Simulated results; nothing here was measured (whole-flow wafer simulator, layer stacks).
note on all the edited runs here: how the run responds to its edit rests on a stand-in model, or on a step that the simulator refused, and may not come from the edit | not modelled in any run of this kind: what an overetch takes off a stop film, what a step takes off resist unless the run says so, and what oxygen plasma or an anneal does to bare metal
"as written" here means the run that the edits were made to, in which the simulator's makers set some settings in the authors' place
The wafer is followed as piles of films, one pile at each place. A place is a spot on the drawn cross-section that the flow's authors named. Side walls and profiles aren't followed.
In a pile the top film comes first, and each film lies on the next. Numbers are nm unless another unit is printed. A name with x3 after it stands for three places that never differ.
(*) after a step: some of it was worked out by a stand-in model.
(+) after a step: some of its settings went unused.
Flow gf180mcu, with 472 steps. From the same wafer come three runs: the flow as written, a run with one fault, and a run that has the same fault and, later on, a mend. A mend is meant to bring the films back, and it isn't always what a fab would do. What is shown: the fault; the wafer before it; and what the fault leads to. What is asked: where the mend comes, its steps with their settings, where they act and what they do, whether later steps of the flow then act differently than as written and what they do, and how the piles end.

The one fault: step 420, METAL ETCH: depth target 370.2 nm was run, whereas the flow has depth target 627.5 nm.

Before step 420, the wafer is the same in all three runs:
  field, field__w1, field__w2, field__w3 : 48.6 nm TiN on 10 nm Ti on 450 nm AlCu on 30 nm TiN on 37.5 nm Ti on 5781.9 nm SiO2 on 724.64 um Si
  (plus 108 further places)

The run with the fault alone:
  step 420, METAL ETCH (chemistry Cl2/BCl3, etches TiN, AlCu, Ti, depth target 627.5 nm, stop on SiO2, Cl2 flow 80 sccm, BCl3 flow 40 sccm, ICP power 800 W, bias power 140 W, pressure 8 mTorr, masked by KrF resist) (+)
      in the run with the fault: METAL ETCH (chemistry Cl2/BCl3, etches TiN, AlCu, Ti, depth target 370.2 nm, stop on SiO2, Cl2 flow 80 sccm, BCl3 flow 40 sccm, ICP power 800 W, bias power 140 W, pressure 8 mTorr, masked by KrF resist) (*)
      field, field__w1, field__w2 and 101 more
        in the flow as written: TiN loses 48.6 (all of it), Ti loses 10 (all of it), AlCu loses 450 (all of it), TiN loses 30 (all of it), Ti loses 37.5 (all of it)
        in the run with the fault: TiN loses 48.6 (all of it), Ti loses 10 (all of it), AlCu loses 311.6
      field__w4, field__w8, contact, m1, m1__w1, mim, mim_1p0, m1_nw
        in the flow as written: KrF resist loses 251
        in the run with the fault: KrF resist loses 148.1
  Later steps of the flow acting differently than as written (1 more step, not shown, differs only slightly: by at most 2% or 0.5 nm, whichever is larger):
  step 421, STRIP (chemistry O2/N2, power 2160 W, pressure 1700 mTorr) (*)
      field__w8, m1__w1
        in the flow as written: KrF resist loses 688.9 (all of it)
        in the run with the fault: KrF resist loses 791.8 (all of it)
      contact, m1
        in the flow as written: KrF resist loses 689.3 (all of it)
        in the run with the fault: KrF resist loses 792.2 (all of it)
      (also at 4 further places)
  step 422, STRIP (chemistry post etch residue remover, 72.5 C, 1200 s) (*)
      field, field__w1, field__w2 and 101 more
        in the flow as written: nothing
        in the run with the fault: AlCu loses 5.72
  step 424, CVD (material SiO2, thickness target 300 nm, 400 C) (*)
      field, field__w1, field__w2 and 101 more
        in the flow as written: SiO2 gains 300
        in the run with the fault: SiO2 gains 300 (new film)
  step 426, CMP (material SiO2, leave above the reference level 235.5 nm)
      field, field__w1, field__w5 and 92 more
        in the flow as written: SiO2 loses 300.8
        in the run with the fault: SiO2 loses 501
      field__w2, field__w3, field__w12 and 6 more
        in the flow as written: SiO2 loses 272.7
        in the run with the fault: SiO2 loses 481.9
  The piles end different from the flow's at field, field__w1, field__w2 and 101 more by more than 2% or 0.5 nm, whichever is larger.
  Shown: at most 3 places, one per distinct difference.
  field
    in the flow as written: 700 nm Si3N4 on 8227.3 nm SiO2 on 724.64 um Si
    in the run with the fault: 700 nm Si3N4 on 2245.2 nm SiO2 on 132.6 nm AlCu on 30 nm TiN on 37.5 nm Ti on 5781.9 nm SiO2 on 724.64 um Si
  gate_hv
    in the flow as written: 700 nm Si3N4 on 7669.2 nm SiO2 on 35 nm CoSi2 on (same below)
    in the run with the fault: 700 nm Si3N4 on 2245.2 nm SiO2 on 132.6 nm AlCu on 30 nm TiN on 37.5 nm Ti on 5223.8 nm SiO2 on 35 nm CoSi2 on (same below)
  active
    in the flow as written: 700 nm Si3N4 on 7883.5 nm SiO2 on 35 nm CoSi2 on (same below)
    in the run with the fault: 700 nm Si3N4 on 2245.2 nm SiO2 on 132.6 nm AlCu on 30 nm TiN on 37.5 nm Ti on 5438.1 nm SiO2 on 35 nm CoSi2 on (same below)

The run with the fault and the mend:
  After step 420 comes the mend.
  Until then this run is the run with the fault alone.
  step 420a, METAL ETCH (chemistry Cl2/BCl3, etches TiN, AlCu, Ti, depth target 257.3 nm, stop on SiO2, Cl2 flow 80 sccm, BCl3 flow 40 sccm, ICP power 800 W, bias power 140 W, pressure 8 mTorr, masked by KrF resist) (+) (a further turn of the flow's step 420, with different settings)
      field, field__w1, field__w2 and 101 more
        AlCu loses 138.4 (all of it), TiN loses 30 (all of it), Ti loses 37.5 (all of it)
      field__w4, field__w8, contact, m1, m1__w1, mim, mim_1p0, m1_nw
        KrF resist loses 102.9
  None of the later steps of the flow acts differently than as written at any place that is followed.
  By the end, the piles equal the flow's at every place that both follow.
